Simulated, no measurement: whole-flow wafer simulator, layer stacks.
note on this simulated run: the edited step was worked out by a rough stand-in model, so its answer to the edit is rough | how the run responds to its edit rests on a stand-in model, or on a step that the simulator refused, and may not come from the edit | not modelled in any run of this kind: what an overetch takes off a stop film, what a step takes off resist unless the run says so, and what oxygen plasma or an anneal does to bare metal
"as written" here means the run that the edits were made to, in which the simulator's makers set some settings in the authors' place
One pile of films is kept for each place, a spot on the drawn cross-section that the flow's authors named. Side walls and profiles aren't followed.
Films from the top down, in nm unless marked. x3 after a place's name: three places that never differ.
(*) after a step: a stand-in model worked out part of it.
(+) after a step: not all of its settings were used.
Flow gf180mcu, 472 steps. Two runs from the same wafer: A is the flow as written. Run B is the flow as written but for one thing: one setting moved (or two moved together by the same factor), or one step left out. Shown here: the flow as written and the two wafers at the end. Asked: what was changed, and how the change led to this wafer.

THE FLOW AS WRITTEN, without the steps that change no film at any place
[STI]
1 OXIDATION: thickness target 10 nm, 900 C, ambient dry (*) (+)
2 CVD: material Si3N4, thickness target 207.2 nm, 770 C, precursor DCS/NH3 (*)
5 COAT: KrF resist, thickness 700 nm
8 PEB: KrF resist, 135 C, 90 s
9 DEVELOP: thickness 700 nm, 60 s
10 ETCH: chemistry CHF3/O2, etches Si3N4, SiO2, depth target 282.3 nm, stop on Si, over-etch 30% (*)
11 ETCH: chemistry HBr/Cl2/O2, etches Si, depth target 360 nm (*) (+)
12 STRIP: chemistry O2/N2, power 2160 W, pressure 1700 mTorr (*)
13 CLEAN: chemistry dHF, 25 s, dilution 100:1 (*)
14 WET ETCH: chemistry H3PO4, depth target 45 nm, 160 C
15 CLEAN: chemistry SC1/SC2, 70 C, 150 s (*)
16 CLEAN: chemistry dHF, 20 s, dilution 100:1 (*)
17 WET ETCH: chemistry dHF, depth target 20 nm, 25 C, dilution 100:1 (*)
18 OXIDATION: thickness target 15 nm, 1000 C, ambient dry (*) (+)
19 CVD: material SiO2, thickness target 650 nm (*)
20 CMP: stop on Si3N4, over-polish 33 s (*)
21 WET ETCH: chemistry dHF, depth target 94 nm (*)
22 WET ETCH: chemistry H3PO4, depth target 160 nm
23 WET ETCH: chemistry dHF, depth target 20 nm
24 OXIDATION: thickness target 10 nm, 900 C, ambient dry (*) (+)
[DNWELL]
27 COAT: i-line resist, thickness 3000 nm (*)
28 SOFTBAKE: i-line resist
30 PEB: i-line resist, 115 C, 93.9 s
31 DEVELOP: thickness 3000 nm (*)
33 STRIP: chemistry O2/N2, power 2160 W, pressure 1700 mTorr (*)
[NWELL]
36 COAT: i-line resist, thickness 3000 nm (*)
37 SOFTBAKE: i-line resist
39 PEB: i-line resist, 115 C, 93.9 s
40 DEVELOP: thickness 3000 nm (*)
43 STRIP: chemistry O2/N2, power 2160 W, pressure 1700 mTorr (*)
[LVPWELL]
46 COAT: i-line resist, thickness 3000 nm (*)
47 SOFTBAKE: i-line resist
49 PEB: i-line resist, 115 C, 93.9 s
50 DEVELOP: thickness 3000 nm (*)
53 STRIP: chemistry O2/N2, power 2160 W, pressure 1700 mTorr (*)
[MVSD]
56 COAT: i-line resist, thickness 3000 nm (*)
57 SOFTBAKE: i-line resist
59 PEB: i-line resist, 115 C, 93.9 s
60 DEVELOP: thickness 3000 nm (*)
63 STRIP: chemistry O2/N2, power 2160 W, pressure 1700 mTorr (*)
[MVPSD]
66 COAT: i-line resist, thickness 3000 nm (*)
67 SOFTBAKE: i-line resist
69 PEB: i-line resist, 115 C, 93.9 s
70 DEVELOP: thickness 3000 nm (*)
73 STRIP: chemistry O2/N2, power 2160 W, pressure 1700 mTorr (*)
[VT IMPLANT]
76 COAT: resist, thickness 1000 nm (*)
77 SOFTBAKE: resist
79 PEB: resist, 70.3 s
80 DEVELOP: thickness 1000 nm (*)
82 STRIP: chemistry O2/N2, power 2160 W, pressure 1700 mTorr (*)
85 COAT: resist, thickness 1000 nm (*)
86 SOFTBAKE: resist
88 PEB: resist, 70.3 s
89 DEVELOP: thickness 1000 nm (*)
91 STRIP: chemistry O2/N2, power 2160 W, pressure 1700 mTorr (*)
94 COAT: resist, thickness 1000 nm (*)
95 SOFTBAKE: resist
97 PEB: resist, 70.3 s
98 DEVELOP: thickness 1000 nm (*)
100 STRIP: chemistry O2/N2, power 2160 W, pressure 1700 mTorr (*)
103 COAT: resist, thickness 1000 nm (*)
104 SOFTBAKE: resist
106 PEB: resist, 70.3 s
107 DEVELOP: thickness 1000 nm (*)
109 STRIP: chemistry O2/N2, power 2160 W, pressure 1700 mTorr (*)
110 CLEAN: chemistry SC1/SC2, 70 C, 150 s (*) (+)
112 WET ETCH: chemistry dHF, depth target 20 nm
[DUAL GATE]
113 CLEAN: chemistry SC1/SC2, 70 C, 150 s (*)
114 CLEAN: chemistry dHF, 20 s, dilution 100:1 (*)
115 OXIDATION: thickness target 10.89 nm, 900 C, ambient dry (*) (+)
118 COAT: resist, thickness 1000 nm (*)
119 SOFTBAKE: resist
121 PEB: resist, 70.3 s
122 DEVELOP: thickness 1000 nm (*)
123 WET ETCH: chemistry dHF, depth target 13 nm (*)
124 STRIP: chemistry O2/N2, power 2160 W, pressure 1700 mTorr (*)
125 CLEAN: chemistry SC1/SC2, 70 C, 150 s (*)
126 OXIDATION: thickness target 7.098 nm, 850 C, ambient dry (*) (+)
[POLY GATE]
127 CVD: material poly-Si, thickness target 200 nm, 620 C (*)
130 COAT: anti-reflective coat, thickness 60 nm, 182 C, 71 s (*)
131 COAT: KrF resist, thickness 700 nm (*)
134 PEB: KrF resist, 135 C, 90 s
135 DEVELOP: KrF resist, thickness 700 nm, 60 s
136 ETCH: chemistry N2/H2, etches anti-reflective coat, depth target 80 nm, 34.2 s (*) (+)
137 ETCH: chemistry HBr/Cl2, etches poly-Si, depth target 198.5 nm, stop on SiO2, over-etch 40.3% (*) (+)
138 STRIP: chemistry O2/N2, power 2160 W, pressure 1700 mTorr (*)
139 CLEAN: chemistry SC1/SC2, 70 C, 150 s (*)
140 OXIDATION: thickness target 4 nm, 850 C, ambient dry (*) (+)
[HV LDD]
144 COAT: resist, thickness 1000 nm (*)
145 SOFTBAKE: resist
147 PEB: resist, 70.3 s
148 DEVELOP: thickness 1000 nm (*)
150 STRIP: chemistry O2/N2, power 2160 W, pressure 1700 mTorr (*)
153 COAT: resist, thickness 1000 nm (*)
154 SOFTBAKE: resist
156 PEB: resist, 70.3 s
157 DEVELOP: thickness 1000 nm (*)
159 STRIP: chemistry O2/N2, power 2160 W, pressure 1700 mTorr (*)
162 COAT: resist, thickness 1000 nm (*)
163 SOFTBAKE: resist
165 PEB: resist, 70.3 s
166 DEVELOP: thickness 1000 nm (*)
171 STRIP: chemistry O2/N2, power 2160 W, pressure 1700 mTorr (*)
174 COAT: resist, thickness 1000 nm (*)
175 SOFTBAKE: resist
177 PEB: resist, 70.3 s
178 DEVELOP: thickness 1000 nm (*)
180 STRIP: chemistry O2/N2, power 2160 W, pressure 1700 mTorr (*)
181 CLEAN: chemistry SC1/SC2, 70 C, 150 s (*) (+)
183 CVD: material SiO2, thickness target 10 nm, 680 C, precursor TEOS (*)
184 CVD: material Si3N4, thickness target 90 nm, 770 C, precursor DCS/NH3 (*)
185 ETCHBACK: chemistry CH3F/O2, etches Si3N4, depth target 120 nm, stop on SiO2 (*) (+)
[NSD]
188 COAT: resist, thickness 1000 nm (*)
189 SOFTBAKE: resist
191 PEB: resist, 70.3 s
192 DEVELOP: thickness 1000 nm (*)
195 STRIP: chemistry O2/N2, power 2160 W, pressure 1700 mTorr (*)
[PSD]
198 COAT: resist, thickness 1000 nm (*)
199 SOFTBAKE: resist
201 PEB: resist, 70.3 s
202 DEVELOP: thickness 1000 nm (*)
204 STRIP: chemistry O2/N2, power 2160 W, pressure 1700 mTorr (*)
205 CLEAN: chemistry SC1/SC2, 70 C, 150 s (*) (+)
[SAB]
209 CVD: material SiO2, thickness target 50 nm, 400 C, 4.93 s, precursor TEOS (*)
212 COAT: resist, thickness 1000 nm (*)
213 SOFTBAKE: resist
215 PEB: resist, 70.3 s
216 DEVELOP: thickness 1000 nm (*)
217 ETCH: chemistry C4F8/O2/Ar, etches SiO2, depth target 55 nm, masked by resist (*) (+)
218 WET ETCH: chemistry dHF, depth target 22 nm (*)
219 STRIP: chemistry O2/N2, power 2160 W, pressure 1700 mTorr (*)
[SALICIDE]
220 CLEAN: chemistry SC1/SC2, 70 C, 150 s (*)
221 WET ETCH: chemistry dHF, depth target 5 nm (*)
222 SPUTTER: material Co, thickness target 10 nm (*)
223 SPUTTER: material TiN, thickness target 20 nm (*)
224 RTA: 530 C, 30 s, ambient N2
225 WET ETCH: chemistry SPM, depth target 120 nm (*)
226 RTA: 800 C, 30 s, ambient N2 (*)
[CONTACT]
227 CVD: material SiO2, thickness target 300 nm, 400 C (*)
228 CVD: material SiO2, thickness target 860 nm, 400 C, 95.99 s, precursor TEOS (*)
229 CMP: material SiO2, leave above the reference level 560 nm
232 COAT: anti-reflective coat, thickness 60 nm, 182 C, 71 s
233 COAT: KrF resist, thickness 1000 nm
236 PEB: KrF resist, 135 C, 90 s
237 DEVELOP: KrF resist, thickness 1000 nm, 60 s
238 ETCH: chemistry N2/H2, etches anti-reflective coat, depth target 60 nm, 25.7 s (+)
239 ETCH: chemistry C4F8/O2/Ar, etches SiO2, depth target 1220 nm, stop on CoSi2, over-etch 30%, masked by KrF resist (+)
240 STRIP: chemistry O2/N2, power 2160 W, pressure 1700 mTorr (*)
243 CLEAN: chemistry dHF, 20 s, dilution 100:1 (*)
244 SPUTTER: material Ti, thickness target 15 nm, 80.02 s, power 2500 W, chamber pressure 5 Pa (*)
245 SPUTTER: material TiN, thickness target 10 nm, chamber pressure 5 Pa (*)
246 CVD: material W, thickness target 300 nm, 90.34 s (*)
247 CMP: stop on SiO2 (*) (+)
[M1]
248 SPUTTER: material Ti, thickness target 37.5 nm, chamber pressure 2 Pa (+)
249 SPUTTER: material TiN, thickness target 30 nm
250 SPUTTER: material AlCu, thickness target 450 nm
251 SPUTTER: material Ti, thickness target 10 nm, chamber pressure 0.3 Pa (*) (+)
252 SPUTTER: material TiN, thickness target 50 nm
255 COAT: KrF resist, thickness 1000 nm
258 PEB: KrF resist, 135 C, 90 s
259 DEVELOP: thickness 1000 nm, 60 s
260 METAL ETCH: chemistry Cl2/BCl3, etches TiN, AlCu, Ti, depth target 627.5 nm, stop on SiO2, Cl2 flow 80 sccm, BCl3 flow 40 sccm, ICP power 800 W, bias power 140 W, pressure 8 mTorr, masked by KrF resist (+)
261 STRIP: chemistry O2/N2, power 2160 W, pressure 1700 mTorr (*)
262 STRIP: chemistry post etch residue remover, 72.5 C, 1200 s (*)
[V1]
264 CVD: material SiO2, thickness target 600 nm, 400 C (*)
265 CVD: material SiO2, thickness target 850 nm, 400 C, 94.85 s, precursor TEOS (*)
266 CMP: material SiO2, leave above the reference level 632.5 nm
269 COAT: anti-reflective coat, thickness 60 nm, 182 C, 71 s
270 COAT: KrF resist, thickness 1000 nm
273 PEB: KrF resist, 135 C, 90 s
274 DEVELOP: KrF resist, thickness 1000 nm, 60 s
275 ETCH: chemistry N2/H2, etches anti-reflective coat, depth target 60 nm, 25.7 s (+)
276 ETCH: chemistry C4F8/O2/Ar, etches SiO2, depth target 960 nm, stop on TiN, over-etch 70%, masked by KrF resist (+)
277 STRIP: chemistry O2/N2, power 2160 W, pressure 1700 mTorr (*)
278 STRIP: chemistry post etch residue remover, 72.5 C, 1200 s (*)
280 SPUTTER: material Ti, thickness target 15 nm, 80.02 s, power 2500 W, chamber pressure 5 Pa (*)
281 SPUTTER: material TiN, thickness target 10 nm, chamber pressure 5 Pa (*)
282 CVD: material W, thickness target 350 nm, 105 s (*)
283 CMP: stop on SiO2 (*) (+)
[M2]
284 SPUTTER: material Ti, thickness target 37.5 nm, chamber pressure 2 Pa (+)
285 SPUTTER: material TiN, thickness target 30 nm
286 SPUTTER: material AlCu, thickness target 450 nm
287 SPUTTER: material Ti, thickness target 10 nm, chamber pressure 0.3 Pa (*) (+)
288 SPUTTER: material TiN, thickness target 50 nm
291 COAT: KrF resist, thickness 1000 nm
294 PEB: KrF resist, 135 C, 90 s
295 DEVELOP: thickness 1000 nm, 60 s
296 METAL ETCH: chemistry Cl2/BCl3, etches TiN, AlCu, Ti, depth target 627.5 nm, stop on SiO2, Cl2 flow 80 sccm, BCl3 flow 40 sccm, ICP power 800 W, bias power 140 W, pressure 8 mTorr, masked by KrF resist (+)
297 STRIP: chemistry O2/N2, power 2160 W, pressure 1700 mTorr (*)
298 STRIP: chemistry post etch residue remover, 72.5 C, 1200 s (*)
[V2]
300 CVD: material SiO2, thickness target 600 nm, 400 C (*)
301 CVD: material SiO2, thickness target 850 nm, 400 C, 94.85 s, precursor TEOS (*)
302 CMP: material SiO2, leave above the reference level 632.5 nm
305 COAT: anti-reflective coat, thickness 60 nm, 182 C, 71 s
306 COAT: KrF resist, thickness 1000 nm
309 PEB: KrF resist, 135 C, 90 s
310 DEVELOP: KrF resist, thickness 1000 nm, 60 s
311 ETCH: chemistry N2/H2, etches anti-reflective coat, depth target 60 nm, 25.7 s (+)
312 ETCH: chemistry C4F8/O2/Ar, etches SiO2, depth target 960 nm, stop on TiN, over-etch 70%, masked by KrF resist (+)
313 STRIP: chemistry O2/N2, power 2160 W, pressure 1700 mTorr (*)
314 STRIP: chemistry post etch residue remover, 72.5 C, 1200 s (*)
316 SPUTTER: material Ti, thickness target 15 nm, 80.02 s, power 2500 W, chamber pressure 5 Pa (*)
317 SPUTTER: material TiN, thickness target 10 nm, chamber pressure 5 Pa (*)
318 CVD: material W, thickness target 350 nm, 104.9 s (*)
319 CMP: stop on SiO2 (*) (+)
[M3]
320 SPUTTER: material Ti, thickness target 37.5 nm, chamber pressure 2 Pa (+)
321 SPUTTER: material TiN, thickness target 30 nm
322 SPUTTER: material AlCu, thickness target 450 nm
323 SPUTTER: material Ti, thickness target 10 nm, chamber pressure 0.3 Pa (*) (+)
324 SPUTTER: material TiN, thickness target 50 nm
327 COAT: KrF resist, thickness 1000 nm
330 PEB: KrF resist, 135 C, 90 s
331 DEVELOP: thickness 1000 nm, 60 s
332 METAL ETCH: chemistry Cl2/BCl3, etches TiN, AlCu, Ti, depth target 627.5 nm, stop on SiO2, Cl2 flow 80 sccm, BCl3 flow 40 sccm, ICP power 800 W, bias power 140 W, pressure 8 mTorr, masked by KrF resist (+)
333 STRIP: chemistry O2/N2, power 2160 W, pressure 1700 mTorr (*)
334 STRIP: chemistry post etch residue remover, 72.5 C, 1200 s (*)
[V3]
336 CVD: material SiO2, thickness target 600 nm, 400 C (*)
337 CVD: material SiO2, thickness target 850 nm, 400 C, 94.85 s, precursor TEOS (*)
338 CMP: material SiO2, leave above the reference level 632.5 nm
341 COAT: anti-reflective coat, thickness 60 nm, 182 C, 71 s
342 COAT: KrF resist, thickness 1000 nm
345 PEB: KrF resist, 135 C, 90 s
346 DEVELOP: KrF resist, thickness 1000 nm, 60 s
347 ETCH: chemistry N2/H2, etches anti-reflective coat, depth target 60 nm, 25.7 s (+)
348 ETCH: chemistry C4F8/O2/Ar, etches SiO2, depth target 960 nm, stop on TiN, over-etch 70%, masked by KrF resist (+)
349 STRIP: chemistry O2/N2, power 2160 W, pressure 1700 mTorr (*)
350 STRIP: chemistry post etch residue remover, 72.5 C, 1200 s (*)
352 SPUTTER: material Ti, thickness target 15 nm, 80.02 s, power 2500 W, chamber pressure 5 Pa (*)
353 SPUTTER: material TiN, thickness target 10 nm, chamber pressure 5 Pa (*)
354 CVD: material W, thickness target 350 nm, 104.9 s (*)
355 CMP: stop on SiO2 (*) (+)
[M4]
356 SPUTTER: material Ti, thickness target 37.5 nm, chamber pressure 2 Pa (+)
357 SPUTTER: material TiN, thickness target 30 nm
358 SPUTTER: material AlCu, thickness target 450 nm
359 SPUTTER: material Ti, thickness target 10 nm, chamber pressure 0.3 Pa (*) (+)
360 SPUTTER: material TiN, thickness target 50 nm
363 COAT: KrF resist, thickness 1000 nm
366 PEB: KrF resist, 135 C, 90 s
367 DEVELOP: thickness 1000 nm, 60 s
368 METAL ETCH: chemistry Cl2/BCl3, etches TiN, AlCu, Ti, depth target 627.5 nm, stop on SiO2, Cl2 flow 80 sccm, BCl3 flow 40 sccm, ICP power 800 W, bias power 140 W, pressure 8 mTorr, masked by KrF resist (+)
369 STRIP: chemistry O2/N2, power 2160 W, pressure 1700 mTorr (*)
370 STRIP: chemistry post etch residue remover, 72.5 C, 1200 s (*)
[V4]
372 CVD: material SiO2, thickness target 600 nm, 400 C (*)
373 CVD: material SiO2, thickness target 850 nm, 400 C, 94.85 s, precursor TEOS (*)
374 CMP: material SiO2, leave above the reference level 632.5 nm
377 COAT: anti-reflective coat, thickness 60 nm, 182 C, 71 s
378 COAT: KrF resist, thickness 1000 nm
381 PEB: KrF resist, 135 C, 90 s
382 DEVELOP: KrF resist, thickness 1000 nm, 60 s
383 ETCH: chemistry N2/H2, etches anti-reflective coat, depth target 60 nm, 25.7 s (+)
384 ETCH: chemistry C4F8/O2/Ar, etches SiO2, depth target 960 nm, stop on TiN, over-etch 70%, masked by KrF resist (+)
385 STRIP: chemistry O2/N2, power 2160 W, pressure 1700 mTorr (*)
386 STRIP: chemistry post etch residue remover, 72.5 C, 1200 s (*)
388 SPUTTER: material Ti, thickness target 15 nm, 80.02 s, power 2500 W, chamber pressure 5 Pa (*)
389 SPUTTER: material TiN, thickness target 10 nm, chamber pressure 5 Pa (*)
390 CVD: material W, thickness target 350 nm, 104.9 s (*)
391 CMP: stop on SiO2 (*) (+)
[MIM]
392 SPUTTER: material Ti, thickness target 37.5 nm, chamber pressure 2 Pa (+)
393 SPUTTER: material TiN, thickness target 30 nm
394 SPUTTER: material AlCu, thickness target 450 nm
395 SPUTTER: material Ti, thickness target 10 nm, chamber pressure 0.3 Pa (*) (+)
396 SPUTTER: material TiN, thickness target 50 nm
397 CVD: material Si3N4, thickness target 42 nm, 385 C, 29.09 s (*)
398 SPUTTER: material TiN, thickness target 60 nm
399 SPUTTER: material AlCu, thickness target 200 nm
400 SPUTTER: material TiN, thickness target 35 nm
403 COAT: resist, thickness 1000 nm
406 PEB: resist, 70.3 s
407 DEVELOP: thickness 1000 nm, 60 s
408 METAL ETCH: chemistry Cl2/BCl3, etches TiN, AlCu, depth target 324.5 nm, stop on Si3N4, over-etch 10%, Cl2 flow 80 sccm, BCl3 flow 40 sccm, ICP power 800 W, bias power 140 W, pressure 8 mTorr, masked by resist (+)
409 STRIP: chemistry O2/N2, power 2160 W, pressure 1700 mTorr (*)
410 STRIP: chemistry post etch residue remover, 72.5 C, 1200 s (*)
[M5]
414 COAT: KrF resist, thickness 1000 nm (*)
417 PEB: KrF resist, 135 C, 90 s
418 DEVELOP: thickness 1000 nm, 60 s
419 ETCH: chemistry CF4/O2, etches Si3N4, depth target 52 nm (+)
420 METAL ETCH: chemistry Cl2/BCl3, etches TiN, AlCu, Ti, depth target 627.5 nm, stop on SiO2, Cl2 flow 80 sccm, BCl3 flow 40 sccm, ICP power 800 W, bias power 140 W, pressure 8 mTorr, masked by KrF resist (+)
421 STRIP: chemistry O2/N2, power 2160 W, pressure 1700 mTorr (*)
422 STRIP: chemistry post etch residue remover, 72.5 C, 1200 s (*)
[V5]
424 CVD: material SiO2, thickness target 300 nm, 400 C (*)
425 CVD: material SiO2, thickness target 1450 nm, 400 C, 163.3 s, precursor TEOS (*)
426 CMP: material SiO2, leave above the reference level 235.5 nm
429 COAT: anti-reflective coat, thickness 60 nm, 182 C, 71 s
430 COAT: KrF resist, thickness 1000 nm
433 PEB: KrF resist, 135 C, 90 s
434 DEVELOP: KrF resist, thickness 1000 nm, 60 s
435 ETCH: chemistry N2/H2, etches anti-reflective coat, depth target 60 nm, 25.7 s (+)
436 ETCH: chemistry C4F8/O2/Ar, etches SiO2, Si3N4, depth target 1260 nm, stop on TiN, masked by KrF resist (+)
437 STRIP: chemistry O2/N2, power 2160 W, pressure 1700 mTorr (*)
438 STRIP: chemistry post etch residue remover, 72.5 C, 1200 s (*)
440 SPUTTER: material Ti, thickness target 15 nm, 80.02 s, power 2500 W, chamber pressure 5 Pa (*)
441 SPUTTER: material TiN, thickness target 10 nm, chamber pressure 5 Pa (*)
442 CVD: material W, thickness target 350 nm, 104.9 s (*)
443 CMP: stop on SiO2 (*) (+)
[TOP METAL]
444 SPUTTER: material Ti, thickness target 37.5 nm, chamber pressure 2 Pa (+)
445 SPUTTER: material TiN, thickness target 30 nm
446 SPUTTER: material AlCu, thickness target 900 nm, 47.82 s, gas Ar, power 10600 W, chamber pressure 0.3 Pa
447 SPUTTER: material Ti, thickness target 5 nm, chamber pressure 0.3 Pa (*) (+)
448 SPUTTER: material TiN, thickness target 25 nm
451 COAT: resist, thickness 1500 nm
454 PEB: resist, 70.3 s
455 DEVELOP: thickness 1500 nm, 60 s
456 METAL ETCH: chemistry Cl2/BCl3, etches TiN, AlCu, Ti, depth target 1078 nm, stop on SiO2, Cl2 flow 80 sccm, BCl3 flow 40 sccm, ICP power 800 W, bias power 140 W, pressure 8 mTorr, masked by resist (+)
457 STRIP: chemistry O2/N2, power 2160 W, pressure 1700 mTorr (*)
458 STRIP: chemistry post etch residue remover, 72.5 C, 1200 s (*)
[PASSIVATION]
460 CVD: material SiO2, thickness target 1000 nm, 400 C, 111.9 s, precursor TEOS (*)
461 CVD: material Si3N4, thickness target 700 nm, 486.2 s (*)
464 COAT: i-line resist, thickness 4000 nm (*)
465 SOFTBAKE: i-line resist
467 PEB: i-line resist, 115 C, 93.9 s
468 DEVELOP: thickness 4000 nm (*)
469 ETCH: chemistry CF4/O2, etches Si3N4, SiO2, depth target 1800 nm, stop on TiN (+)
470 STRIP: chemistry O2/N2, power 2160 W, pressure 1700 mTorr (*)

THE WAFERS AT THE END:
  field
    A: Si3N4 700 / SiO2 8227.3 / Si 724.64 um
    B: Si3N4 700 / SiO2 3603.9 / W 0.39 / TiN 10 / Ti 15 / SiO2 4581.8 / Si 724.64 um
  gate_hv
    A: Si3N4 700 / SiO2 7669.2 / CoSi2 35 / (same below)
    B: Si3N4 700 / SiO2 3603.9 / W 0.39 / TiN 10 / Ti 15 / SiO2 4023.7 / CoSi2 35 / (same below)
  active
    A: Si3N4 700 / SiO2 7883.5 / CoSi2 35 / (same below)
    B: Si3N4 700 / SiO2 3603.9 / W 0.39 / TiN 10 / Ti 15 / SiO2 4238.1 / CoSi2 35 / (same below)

The cause: step 337, CVD: thickness target 484 nm was run, where the flow has thickness target 850 nm; step 337, CVD: 54.07 s was run, where the flow has 94.85 s.

How the change led to this, step by step:
  337 CVD: material SiO2, thickness target 850 nm, 400 C, 94.85 s, precursor TEOS (*)
      field, field__w1, field__w2 and 108 more: A SiO2 +850 | B SiO2 +492.4
  338 CMP: material SiO2, leave above the reference level 632.5 nm
      field, field__w1, field__w2 and 103 more: A SiO2 -300 | B nothing
      field__w8, contact, m1, m1__w1, m1_nw: A SiO2 -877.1 | B SiO2 -519.4
  341 COAT: anti-reflective coat, thickness 60 nm, 182 C, 71 s
      field: A anti-reflective coat +60 (new film) | B anti-reflective coat +82.9 (new film)
      field__w8: A anti-reflective coat +60 (new film) | B anti-reflective coat +28.9 (new film)
      (and at 11 more places)
  342 COAT: KrF resist, thickness 1000 nm
      m1: A KrF resist +1000 (new film) | B KrF resist +978.4 (new film)
      m1_nw: A KrF resist +1000 (new film) | B KrF resist +976.2 (new film)
  347 ETCH: chemistry N2/H2, etches anti-reflective coat, depth target 60 nm, 25.7 s (+)
      contact: A anti-reflective coat -60 (all of it), SiO2 -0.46 | B anti-reflective coat -31 (all of it), SiO2 -1.21
  349 STRIP: chemistry O2/N2, power 2160 W, pressure 1700 mTorr (*)
      field: A KrF resist -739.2 (all of it), anti-reflective coat -60 (all of it) | B KrF resist -728.2 (all of it), anti-reflective coat -82.9 (all of it)
      field__w8: A KrF resist -739.2 (all of it), anti-reflective coat -60 (all of it) | B KrF resist -733.1 (all of it), anti-reflective coat -28.9 (all of it)
      (and at 12 more places)
  354 CVD: material W, thickness target 350 nm, 104.9 s (*)
      contact: A W +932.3 (new film) | B W +874.1 (new film)
  355 CMP: stop on SiO2 (*) (+)
      field, field__w1, field__w2 and 103 more: A W -350 (all of it), TiN -10 (all of it), Ti -15 (all of it), SiO2 -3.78 | B W -337.4
      field__w8, m1, m1__w1, m1_nw: A W -350 (all of it), TiN -10 (all of it), Ti -15 (all of it), SiO2 -3.78 | B W -350 (all of it), TiN -10 (all of it), Ti -15 (all of it), SiO2 -20
      (and at 1 more place)
  368 METAL ETCH: chemistry Cl2/BCl3, etches TiN, AlCu, Ti, depth target 627.5 nm, stop on SiO2, Cl2 flow 80 sccm, BCl3 flow 40 sccm, ICP power 800 W, bias power 140 W, pressure 8 mTorr, masked by KrF resist (+)
      field, field__w1, field__w2 and 103 more: A TiN -50 (all of it), Ti -10 (all of it), AlCu -450 (all of it), TiN -30 (all of it), Ti -37.5 (all of it) | B TiN -50 (all of it), Ti -10 (all of it), AlCu -450 (all of it), TiN -30 (all of it), Ti -37.5 (all of it), W -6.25
  370 STRIP: chemistry post etch residue remover, 72.5 C, 1200 s (*)
      field, field__w1, field__w2 and 103 more: A nothing | B W -6.01
  372 CVD: material SiO2, thickness target 600 nm, 400 C (*)
      field, field__w1, field__w2 and 103 more: A SiO2 +600 | B SiO2 +600 (new film)
  374 CMP: material SiO2, leave above the reference level 632.5 nm
      field, field__w1, field__w2 and 103 more: A SiO2 -300 | B SiO2 -287.7
Counting metal films that touch as one body, field has 1 body; the flow as written gives 0 bodies.
Counting metal films that touch as one body, gate_hv has 2 bodies (between them, from the top down: SiO2 4023.7); the flow as written gives 1 body.
Counting metal films that touch as one body, active has 2 bodies (between them, from the top down: SiO2 4238.1); the flow as written gives 1 body.
